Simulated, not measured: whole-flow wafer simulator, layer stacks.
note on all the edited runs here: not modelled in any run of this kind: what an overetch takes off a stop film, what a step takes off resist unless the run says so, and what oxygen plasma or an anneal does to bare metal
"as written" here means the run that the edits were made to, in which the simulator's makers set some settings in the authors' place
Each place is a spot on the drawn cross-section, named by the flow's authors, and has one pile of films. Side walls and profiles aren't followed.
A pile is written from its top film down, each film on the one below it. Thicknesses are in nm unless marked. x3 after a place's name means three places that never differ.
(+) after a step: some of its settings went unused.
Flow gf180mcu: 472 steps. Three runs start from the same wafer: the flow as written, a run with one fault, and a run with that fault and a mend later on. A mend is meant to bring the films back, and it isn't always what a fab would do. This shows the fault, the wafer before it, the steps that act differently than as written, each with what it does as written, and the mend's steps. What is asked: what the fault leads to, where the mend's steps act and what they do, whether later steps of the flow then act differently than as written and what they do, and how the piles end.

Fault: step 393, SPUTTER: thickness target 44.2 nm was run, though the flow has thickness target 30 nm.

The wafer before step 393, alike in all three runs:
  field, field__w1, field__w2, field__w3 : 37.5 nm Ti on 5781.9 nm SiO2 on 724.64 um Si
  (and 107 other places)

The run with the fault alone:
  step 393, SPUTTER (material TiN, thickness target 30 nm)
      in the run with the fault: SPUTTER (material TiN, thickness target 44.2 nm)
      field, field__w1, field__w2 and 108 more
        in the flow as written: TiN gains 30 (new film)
        in the run with the fault: TiN gains 44.2 (new film)
  Later steps of the flow acting differently than as written (1 more step, not shown, differs only slightly: by at most 2% or 0.5 nm, whichever is larger):
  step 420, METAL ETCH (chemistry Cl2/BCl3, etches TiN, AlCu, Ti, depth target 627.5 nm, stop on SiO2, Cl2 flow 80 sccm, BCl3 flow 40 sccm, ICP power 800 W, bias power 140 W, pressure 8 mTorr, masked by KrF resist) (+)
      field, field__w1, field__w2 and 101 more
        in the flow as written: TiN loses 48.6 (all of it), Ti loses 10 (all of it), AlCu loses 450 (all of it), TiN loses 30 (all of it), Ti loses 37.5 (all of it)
        in the run with the fault: TiN loses 48.6 (all of it), Ti loses 10 (all of it), AlCu loses 450 (all of it), TiN loses 44.2 (all of it), Ti loses 37.5 (all of it)
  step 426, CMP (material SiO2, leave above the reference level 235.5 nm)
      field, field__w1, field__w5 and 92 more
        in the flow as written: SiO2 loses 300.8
        in the run with the fault: SiO2 loses 286.6
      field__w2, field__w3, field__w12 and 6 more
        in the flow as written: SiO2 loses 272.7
        in the run with the fault: SiO2 loses 257.8
  The piles end different from the flow's at field__w4, field__w8, contact, m1, m1__w1, mim, mim_1p0, m1_nw by more than 2% or 0.5 nm, whichever is larger.
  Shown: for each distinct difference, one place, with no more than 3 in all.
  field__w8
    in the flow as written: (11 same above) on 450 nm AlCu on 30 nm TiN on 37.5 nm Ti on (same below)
    in the run with the fault: (11 same above) on 450 nm AlCu on 44.2 nm TiN on 37.5 nm Ti on (same below)
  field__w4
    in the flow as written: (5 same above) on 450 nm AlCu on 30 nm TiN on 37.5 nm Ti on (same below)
    in the run with the fault: (5 same above) on 450 nm AlCu on 44.2 nm TiN on 37.5 nm Ti on (same below)
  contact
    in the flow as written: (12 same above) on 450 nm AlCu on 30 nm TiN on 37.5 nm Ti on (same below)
    in the run with the fault: (12 same above) on 450 nm AlCu on 44.2 nm TiN on 37.5 nm Ti on (same below)

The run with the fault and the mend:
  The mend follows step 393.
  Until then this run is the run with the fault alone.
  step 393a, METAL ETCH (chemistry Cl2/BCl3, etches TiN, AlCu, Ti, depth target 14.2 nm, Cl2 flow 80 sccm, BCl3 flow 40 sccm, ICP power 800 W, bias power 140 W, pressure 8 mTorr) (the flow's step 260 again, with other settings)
      field, field__w1, field__w2 and 108 more
        TiN loses 14.2
  Every later step of the flow that is run acts as written at every place that is followed.
  At every place that both follow, the piles at the end match the flow's.
